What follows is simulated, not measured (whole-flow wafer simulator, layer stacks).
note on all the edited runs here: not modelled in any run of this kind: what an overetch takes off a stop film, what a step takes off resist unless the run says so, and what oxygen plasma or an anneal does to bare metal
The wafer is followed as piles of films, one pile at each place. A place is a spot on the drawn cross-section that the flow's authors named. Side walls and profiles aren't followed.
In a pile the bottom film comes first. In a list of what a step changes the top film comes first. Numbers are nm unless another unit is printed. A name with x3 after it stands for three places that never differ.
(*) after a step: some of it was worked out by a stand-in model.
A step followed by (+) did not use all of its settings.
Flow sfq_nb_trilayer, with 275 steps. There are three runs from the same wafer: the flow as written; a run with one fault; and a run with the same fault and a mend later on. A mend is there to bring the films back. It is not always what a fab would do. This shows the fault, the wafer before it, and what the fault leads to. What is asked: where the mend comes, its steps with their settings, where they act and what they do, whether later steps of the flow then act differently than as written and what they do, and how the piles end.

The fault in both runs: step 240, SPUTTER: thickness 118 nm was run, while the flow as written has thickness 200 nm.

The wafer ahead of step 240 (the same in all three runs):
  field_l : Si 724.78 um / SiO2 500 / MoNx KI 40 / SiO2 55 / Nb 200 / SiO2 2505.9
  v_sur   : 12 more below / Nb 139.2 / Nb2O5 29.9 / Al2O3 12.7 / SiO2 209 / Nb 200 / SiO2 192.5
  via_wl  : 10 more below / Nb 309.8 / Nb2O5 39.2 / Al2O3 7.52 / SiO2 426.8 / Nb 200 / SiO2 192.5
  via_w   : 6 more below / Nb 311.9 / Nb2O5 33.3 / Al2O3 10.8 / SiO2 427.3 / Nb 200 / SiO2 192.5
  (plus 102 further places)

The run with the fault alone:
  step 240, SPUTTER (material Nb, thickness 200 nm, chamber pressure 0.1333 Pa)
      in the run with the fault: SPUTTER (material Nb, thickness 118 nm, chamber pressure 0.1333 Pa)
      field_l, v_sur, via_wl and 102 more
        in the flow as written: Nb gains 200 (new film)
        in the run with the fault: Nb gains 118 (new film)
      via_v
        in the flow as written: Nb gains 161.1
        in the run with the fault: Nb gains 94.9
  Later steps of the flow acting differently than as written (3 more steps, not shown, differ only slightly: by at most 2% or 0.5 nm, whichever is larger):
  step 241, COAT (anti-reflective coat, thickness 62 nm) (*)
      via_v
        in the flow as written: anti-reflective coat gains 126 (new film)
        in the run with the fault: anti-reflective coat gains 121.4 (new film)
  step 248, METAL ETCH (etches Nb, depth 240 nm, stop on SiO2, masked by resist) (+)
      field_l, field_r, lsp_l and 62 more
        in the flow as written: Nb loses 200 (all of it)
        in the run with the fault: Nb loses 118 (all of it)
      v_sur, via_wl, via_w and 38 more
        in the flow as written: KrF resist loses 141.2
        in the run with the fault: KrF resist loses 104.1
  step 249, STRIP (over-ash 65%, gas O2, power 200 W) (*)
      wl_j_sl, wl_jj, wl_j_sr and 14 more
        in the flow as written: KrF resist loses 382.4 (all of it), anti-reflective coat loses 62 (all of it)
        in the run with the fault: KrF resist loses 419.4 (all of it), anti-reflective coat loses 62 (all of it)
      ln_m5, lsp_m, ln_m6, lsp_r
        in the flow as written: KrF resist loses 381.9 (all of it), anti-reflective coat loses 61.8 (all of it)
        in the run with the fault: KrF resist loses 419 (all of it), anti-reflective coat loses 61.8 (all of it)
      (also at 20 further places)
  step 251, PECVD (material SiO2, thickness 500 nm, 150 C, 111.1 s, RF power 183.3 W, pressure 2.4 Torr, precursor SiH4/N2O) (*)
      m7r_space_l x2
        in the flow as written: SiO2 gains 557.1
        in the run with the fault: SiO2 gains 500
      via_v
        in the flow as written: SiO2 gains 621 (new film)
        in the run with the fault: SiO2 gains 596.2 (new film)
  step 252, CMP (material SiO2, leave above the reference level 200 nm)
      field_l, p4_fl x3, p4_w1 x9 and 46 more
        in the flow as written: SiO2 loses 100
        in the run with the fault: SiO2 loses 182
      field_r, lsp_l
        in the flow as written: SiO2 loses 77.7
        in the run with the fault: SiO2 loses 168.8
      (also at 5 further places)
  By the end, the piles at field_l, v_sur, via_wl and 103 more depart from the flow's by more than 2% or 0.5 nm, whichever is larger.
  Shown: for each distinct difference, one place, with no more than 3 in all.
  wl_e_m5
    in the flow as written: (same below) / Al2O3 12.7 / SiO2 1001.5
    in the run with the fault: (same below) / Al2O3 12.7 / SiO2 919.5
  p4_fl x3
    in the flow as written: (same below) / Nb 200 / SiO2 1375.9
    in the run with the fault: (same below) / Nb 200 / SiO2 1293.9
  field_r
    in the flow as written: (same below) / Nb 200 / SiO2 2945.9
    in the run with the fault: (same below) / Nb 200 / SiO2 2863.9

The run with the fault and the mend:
  The mend stands after step 240.
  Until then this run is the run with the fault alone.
  step 240a, SPUTTER (material Nb, thickness 82 nm, chamber pressure 0.1333 Pa) (a further turn of the flow's step 240, with different settings)
      field_l, v_sur, via_wl and 102 more
        Nb gains 82
      via_v
        Nb gains 62.8
  Every later step of the flow that is run acts as written, at every place that is followed, to within 2% or 0.5 nm, whichever is larger.
  When the end is reached, the piles differ only a little from the flow's at the places that both follow, at most by 2% or 0.5 nm, whichever is larger.
